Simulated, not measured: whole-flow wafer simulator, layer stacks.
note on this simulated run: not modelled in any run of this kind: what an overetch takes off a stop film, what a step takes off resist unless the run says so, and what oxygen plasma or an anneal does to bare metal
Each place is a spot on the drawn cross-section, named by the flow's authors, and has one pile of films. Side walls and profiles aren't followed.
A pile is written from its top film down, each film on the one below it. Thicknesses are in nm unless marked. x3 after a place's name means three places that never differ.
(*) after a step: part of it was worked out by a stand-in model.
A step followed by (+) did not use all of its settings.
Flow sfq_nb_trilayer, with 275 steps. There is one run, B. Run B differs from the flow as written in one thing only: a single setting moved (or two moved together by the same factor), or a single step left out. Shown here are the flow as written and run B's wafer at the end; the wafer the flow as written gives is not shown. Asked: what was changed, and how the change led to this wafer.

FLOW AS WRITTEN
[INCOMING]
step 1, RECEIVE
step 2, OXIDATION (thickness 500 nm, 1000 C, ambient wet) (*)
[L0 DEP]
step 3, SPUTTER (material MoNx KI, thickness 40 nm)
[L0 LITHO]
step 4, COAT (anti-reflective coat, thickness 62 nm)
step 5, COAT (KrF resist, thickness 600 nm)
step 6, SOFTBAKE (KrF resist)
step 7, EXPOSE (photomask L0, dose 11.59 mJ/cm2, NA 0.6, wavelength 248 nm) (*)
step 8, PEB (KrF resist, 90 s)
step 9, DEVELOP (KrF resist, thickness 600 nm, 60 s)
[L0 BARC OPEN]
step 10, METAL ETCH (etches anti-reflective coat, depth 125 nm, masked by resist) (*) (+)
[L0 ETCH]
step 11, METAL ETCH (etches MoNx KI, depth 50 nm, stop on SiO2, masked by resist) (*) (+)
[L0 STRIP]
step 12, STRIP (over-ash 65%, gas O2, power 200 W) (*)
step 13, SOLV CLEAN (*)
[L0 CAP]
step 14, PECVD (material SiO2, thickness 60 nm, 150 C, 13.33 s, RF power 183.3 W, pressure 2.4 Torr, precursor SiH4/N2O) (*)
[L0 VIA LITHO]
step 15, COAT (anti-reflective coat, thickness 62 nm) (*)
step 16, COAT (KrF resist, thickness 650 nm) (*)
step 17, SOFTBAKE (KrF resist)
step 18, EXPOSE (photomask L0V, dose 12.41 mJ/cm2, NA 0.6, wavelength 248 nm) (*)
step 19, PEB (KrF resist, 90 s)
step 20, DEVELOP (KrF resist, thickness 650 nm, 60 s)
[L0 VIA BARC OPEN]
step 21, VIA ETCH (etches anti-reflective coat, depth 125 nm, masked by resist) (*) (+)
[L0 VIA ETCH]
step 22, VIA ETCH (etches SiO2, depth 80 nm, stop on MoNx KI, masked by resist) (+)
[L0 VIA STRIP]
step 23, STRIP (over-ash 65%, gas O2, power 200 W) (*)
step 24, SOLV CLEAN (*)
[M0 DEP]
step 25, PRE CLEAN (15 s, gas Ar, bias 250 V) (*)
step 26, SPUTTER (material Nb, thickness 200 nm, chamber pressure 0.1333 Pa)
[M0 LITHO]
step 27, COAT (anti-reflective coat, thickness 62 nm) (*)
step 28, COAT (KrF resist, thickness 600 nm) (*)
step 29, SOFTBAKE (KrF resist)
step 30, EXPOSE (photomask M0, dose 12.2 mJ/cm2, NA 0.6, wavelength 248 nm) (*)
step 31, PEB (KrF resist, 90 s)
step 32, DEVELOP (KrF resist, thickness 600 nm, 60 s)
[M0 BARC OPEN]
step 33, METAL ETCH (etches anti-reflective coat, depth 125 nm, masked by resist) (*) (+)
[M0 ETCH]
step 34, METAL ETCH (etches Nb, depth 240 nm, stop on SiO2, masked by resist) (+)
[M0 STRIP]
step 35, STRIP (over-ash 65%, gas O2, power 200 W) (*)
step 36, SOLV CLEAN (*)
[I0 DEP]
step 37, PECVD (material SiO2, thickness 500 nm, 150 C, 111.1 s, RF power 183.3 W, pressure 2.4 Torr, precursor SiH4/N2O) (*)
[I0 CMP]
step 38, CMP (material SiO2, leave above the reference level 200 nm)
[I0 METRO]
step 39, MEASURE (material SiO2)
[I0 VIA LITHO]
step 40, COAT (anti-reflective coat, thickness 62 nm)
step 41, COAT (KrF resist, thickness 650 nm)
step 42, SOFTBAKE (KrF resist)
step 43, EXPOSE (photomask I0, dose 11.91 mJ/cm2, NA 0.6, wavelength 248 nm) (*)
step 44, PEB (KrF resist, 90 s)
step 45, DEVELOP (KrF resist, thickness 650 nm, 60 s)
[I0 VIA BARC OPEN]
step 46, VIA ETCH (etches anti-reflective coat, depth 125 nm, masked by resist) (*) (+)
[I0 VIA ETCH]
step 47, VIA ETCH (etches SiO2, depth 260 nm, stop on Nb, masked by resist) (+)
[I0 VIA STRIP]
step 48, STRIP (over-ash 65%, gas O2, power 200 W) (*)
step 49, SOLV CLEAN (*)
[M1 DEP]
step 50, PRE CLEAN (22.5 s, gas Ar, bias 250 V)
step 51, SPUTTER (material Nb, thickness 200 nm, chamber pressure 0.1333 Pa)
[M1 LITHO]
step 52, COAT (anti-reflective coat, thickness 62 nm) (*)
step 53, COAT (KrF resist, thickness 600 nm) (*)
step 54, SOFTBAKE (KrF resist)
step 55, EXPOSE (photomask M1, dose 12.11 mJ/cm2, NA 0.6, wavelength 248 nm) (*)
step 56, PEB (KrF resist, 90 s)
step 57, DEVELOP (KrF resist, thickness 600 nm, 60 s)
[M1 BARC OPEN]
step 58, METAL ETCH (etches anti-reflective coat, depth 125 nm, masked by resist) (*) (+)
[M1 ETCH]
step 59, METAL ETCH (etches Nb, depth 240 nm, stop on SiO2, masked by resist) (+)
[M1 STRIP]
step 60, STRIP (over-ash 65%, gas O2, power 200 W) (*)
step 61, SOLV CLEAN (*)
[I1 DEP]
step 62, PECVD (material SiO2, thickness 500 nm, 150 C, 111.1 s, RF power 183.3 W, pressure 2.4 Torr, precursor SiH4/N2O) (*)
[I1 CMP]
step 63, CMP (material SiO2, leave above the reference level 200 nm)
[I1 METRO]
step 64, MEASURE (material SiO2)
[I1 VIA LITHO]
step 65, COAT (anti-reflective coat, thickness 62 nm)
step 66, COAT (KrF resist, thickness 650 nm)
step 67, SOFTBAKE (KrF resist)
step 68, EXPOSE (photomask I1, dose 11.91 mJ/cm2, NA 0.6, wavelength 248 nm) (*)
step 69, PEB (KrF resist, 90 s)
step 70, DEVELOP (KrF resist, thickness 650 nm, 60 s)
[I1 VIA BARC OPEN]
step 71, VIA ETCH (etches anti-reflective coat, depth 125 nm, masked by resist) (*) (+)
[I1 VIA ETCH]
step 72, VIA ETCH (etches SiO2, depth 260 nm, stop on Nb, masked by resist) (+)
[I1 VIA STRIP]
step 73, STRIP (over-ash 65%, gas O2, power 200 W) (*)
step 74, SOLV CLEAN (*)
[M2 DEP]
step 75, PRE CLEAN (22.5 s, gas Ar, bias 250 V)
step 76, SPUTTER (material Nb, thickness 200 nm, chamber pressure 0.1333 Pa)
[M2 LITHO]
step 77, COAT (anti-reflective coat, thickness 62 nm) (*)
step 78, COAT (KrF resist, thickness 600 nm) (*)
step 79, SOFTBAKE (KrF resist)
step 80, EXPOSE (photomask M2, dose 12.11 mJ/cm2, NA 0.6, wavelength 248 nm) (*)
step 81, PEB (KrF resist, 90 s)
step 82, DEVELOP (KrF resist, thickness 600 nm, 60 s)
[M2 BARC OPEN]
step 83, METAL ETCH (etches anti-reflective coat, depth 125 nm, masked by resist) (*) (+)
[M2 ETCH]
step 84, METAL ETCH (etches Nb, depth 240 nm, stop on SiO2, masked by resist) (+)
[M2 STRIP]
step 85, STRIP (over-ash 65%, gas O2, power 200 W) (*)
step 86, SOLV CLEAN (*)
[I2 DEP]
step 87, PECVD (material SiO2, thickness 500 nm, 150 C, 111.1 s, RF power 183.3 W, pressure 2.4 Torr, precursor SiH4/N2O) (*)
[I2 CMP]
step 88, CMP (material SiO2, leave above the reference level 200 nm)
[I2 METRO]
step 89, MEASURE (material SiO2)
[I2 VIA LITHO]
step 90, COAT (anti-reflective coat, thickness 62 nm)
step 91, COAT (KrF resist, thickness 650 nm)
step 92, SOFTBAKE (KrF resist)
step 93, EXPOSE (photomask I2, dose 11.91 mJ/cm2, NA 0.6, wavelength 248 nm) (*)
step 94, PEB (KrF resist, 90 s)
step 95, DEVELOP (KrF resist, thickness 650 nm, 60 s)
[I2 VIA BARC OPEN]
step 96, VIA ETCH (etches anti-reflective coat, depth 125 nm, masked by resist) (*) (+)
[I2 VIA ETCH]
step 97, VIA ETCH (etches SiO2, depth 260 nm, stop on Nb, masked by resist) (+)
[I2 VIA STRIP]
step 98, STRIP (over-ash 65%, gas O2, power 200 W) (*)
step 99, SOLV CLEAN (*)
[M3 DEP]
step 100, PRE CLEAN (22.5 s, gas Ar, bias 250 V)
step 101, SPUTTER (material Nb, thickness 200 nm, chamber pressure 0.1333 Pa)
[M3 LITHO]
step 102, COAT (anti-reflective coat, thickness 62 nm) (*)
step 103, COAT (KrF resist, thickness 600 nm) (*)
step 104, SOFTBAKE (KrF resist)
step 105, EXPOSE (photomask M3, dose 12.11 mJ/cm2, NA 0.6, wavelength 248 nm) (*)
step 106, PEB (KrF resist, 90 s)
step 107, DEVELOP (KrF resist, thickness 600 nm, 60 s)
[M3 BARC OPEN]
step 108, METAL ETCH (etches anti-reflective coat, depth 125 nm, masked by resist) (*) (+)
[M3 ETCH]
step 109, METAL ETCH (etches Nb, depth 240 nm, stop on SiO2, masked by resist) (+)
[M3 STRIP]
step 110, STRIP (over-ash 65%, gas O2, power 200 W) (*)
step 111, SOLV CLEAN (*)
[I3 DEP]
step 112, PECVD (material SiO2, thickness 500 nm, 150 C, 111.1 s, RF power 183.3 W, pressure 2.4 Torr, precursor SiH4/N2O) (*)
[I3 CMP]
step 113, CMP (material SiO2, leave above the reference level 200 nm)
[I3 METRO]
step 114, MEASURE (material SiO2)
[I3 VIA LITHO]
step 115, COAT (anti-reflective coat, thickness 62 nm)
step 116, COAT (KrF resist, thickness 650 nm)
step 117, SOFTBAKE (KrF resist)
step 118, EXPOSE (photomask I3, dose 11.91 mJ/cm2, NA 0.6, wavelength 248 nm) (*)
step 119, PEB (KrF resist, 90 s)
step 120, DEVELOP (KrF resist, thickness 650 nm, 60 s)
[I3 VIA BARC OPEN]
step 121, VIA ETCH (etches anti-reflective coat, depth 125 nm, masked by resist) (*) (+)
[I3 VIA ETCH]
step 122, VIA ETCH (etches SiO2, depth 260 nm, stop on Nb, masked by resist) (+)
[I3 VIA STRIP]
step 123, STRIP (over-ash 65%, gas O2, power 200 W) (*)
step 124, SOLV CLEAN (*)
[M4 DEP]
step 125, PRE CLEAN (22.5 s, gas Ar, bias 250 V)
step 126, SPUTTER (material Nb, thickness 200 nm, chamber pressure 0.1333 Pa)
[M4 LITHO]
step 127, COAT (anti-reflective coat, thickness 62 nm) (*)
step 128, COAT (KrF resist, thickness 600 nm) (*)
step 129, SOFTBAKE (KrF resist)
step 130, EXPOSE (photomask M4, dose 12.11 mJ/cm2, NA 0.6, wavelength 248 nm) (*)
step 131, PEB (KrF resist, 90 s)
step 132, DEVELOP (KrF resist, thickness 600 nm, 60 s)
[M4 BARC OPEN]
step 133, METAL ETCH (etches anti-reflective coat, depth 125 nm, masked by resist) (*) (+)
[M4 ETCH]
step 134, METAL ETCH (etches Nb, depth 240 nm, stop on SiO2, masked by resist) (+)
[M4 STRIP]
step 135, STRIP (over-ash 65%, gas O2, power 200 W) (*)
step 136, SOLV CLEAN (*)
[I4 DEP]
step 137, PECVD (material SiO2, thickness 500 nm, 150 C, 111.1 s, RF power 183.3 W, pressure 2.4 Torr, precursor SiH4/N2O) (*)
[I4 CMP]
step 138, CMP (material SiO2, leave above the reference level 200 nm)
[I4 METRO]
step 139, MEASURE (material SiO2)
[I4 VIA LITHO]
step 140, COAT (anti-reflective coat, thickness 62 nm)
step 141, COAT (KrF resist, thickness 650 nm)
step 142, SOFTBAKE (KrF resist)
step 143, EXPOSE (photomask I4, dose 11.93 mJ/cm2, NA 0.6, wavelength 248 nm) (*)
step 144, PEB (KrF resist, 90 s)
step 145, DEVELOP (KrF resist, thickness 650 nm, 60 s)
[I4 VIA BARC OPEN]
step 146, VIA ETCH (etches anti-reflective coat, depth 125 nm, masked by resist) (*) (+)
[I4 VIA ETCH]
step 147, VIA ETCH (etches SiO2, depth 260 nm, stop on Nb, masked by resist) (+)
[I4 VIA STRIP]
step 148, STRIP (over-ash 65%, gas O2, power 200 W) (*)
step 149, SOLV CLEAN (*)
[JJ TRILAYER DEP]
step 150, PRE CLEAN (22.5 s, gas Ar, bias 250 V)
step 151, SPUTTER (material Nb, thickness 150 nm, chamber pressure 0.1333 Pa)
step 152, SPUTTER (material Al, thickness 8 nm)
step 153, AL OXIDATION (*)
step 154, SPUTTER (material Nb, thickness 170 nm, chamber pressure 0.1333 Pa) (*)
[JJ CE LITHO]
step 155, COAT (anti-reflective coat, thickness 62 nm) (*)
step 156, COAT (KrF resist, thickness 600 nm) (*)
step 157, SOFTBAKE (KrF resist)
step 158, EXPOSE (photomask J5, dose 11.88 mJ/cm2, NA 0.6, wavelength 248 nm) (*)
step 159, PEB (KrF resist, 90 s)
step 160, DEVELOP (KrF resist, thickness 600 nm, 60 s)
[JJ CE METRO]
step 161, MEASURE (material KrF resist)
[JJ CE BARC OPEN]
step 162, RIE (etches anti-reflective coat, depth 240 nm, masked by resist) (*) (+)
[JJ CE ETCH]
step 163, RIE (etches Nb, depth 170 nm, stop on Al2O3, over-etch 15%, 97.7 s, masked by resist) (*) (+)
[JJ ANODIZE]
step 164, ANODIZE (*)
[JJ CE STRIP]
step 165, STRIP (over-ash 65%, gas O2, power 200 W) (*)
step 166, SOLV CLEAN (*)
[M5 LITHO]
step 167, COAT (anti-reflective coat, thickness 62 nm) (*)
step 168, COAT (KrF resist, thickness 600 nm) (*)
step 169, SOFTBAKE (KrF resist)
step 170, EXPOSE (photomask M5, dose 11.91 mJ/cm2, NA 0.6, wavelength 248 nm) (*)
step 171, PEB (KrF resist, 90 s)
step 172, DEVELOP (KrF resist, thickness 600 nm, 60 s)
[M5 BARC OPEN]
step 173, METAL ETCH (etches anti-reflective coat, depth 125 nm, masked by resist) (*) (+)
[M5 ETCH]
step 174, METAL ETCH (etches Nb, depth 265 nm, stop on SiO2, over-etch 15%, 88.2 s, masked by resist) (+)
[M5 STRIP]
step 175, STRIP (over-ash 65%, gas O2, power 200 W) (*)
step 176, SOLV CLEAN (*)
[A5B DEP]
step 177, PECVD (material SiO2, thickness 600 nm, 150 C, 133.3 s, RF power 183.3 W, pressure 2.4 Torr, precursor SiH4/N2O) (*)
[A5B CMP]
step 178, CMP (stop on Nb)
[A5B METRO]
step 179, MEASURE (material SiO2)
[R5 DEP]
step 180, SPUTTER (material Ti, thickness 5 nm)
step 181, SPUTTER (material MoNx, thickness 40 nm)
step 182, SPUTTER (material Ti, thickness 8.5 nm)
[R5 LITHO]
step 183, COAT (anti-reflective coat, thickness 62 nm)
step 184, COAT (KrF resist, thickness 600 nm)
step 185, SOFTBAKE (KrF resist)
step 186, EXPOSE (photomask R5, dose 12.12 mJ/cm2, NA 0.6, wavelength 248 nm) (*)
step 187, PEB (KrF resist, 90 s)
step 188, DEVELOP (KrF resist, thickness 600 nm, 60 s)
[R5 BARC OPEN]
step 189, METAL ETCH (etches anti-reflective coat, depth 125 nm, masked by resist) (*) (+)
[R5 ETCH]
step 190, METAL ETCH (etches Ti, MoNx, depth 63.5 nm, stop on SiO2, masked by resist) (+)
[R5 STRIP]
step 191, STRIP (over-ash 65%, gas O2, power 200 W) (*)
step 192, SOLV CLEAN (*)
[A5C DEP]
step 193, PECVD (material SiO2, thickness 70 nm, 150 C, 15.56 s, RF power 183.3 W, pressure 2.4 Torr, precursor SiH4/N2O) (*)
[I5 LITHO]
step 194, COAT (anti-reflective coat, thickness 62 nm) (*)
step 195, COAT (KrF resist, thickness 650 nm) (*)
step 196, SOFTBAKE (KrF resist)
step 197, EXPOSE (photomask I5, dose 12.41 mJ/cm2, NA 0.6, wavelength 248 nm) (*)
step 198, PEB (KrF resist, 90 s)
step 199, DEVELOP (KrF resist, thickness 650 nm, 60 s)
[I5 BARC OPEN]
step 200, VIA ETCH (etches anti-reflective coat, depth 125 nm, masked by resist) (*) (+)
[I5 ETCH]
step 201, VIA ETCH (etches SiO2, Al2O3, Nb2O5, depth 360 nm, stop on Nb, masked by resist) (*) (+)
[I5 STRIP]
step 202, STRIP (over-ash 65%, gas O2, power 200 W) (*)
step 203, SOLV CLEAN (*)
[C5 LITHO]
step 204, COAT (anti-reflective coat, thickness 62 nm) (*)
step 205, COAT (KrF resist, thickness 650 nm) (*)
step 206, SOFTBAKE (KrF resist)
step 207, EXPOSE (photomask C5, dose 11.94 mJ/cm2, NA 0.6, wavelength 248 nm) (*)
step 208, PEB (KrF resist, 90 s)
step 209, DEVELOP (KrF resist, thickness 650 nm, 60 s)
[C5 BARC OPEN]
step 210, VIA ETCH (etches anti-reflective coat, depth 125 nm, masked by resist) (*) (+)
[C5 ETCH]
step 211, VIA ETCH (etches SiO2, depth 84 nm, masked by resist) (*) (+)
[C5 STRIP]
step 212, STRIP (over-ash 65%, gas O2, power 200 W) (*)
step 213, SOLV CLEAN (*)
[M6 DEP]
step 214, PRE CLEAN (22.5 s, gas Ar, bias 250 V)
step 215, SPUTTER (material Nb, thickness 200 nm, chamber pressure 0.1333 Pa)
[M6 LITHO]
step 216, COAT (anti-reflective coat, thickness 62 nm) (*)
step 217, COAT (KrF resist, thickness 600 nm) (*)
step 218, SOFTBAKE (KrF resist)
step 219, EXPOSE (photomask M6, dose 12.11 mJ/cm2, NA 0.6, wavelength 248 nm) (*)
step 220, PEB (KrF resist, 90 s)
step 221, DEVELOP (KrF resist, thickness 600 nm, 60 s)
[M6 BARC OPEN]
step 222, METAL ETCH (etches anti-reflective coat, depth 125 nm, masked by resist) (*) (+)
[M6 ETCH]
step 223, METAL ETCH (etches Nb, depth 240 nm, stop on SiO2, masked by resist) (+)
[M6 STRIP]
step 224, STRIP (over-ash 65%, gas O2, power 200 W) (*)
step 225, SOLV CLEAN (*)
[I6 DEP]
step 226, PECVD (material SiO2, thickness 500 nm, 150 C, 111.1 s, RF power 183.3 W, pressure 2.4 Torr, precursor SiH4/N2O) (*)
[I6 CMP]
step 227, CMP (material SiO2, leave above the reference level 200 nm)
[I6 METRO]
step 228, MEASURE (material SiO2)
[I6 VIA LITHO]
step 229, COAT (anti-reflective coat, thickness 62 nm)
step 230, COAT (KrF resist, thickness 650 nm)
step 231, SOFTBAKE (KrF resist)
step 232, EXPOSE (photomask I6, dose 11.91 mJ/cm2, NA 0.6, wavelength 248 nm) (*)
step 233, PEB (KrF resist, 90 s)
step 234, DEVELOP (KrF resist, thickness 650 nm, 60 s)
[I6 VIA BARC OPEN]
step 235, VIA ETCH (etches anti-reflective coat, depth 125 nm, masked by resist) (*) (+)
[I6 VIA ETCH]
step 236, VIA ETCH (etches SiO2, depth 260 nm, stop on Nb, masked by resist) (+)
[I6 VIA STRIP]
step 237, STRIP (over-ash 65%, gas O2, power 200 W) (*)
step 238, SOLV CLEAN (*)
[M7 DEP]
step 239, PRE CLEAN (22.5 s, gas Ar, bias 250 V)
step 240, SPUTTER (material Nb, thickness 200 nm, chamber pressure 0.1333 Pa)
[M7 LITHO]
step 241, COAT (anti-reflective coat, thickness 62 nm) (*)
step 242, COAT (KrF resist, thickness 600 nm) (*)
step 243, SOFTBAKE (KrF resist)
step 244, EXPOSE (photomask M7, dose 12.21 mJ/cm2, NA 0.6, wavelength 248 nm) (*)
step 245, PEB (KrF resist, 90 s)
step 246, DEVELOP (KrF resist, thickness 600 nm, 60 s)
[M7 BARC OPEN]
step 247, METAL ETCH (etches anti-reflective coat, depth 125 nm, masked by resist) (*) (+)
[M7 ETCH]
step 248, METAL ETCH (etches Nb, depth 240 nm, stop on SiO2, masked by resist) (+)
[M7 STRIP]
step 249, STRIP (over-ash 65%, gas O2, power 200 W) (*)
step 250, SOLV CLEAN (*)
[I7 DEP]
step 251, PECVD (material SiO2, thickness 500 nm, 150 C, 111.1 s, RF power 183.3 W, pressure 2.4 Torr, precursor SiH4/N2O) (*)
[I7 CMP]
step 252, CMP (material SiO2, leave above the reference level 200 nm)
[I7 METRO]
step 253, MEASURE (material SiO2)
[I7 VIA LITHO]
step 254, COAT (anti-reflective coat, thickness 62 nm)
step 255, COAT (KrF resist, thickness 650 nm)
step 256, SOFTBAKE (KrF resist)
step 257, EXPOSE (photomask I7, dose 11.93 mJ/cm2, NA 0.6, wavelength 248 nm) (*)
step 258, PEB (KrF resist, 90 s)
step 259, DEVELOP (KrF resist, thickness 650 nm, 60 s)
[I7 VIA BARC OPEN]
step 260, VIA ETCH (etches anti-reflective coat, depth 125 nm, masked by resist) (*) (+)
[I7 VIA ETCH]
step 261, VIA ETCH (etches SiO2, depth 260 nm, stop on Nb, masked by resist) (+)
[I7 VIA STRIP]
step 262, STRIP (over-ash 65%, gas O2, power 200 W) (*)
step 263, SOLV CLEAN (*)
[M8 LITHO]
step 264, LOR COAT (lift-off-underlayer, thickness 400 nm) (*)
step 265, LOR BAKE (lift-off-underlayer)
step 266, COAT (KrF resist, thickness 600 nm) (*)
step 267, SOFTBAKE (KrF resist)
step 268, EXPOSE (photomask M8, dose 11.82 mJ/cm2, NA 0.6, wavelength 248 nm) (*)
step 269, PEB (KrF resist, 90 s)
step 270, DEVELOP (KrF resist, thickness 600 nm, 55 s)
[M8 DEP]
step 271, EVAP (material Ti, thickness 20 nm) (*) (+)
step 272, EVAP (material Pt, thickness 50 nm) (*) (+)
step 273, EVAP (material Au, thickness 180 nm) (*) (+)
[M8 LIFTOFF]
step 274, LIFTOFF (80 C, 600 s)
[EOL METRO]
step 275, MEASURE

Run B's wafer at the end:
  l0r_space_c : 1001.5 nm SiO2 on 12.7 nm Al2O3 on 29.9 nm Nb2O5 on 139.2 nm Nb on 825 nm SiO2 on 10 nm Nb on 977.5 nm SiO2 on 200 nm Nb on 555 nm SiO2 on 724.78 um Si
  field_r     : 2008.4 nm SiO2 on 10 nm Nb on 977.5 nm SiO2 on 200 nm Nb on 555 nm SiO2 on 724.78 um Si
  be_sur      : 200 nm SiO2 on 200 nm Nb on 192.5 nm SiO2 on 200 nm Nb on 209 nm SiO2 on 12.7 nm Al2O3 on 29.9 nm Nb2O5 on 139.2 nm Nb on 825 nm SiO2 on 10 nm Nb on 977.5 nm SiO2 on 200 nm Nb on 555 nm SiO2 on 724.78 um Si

Cause: step 101, SPUTTER: thickness 250 nm was run, while the flow as written has thickness 200 nm.

The path from the change to this, step by step:
  step 101, SPUTTER (material Nb, thickness 200 nm, chamber pressure 0.1333 Pa)
      field_l, v_sur, via_wl and 102 more: Nb gains 250 (new film) (as written it would have been: Nb gains 200 (new film))
      via_w: Nb gains 207.5 (as written it would have been: Nb gains 165.5)
  step 102, COAT (anti-reflective coat, thickness 62 nm) (*)
      via_wl, via_wr: anti-reflective coat gains 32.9 (new film) (as written it would have been: anti-reflective coat gains 34.2 (new film))
  step 109, METAL ETCH (etches Nb, depth 240 nm, stop on SiO2, masked by resist) (+)
      field_l, be, be_sur and 72 more: Nb loses 240 (as written it would have been: Nb loses 200 (all of it))
  step 110, STRIP (over-ash 65%, gas O2, power 200 W) (*)
      via_wl, via_wr: KrF resist loses 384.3 (all of it), anti-reflective coat loses 32.9 (all of it) (as written it would have been: KrF resist loses 384.2 (all of it), anti-reflective coat loses 34.2 (all of it))
  step 112, PECVD (material SiO2, thickness 500 nm, 150 C, 111.1 s, RF power 183.3 W, pressure 2.4 Torr, precursor SiH4/N2O) (*)
      field_l, be, be_sur and 64 more: SiO2 gains 500 (new film) (as written it would have been: SiO2 gains 500)
      p4_g1 x2, p3_s0 x6: SiO2 gains 597.1 (new film) (as written it would have been: SiO2 gains 557.1)
      (as well as at 1 more place)
  step 113, CMP (material SiO2, leave above the reference level 200 nm)
      field_l, be, be_sur and 64 more: SiO2 loses 60 (as written it would have been: SiO2 loses 100)
      via_w: SiO2 loses 157.1 (as written it would have been: SiO2 loses 181.6)
With metal films that touch counted as one body, l0r_space_c has 3 bodies (between them, from the top down: SiO2 825; SiO2 977.5); the flow as written gives 2 bodies (between them, from the top down: SiO2 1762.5).
With metal films that touch counted as one body, field_r has 2 bodies (between them, from the top down: SiO2 977.5); the flow as written gives 1 body.
With metal films that touch counted as one body, be_sur has 5 bodies (between them, from the top down: SiO2 192.5; SiO2 209 / Al2O3 12.7 / Nb2O5 29.9; SiO2 825; SiO2 977.5); the flow as written gives 4 bodies (between them, from the top down: SiO2 192.5; SiO2 209 / Al2O3 12.7 / Nb2O5 29.9; SiO2 1762.5).
